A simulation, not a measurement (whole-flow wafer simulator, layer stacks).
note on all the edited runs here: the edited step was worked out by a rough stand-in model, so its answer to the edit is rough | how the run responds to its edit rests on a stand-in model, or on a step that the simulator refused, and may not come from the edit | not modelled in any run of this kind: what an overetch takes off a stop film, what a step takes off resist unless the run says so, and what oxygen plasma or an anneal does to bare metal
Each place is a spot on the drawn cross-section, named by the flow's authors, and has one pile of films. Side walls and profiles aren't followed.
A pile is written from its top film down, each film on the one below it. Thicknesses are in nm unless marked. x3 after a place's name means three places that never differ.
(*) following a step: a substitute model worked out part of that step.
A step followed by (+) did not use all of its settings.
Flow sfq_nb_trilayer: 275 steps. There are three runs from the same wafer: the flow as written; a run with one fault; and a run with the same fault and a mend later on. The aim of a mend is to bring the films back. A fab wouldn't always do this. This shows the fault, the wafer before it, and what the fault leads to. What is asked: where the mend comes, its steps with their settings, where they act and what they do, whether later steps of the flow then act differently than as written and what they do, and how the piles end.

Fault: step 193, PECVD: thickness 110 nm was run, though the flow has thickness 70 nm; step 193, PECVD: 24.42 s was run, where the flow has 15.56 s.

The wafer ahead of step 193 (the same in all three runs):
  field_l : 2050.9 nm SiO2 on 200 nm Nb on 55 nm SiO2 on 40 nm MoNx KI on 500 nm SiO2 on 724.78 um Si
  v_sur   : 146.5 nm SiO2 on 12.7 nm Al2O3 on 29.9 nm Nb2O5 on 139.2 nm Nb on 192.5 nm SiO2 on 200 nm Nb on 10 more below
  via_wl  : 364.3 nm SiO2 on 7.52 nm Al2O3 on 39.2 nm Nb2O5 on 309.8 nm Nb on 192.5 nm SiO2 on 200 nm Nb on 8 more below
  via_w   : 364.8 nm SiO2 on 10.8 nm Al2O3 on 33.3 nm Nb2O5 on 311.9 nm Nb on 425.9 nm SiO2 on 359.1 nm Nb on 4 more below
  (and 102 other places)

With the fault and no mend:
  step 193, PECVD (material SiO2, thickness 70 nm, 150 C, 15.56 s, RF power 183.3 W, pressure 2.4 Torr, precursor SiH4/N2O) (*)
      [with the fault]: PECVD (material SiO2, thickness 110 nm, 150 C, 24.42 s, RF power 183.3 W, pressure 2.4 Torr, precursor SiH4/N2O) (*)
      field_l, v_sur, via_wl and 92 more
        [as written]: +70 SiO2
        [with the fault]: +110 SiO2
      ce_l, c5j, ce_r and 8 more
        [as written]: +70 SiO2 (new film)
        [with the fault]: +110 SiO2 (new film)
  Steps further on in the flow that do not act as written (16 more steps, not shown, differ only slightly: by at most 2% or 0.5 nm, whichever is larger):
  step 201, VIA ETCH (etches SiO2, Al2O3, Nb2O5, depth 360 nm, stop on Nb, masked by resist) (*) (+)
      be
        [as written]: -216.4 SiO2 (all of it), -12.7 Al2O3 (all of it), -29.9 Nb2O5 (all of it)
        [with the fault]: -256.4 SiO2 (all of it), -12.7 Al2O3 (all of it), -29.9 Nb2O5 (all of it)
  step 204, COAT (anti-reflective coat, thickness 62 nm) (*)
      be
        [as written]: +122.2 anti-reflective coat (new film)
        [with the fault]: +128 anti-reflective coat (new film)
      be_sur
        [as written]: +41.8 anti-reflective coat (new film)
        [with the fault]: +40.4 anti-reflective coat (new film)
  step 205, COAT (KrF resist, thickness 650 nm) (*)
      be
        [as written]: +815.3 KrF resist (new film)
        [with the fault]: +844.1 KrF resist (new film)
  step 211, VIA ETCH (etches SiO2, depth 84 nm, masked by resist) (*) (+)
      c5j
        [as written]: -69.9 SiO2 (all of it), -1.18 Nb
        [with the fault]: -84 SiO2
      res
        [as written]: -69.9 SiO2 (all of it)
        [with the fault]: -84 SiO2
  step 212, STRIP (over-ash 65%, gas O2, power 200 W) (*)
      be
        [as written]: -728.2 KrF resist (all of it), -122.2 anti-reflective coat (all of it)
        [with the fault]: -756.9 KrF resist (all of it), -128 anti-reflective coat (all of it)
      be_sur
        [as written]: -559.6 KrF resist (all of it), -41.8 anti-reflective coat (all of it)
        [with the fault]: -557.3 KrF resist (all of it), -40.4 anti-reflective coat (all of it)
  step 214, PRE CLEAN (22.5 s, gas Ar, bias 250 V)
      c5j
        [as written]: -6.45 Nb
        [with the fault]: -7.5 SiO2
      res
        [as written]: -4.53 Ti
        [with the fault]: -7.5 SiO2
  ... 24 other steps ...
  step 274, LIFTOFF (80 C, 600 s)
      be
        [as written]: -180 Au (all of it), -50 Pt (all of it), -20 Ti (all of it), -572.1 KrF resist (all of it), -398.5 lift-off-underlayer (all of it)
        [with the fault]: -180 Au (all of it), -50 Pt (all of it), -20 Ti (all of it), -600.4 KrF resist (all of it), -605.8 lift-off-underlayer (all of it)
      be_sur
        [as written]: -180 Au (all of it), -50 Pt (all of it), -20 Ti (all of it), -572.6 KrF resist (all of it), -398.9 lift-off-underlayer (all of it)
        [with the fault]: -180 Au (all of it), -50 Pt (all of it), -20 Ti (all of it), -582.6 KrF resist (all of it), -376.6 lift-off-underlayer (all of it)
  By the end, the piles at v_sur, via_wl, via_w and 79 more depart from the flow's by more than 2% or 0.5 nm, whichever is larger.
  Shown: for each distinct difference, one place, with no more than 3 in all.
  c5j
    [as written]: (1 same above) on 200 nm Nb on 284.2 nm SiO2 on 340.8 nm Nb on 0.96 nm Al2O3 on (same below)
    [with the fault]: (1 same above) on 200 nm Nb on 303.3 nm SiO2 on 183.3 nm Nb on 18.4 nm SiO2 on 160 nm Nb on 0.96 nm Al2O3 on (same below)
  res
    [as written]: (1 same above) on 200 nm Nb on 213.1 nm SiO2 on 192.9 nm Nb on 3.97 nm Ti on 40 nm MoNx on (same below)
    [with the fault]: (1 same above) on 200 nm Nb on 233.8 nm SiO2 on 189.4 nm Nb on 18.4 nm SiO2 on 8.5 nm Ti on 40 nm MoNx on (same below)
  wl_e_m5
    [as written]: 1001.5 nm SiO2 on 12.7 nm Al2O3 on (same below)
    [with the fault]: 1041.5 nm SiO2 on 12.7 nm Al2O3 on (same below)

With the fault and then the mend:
  The mend follows step 199.
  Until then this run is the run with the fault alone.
  step 199a, STRIP (over-ash 65%, gas O2, power 200 W) (*)
      p4_fl x3, p4_w1 x9, p4_g1 x2 and 33 more
        -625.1 KrF resist (all of it), -62 anti-reflective coat (all of it)
      wl_b_m5, wl_b_sr, wl_c_sl and 12 more
        -625 KrF resist (all of it), -62 anti-reflective coat (all of it)
      field_l, v_sur, via_wl, via_w
        -625.7 KrF resist (all of it), -62.2 anti-reflective coat (all of it)
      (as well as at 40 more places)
  step 199b, VIA ETCH (etches SiO2, depth 40 nm)
      field_l, v_sur, via_wl and 103 more
        -40 SiO2
  step 199c, COAT (anti-reflective coat, thickness 62 nm) (*) (a further turn of the flow's step 194)
      p4_fl x3, p4_w1 x9, p4_g1 x2 and 50 more
        +62 anti-reflective coat (new film)
      via_wr, via_sp, via_v, wire, lsp_r, l0_sur, l0v
        +62.3 anti-reflective coat (new film)
      be, be_sur, gap, lsp_m, ln_m6
        +62.4 anti-reflective coat (new film)
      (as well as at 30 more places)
  step 199d, COAT (KrF resist, thickness 650 nm) (*) (a further turn of the flow's step 195)
      p4_fl x3, p4_w1 x9, p4_g1 x2 and 33 more
        +650 KrF resist (new film)
      wl_b_m5, wl_b_sr, wl_c_sl and 12 more
        +649.9 KrF resist (new film)
      field_l, v_sur, via_wl, via_w
        +650.6 KrF resist (new film)
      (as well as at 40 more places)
  step 199e, SOFTBAKE (KrF resist) (a further turn of the flow's step 196)
      leaves every film unchanged at each place that is followed
  step 199f, EXPOSE (photomask I5, dose 12.41 mJ/cm2, NA 0.6, wavelength 248 nm) (*) (a further turn of the flow's step 197)
      leaves every film unchanged at each place that is followed
  step 199g, PEB (KrF resist, 90 s) (a further turn of the flow's step 198)
      field_l, v_sur, via_wl and 87 more
        -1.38 KrF resist
      jj_sur, ce_l, sp_r, moat, field_r, wl_jj
        -1.39 KrF resist
      be_r, r_sur, res, r_end
        -1.33 KrF resist
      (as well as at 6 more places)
  step 199h, DEVELOP (KrF resist, thickness 650 nm, 60 s) (a further turn of the flow's step 199)
      field_l, v_sur, via_wl and 102 more
        -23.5 KrF resist
      be
        -649.8 KrF resist (all of it)
  Later steps of the flow that are run all act as written at every place that is followed, up to a difference of at most 2% or 0.5 nm, whichever is larger.
  The piles end the same as the flow's at every place that both follow.
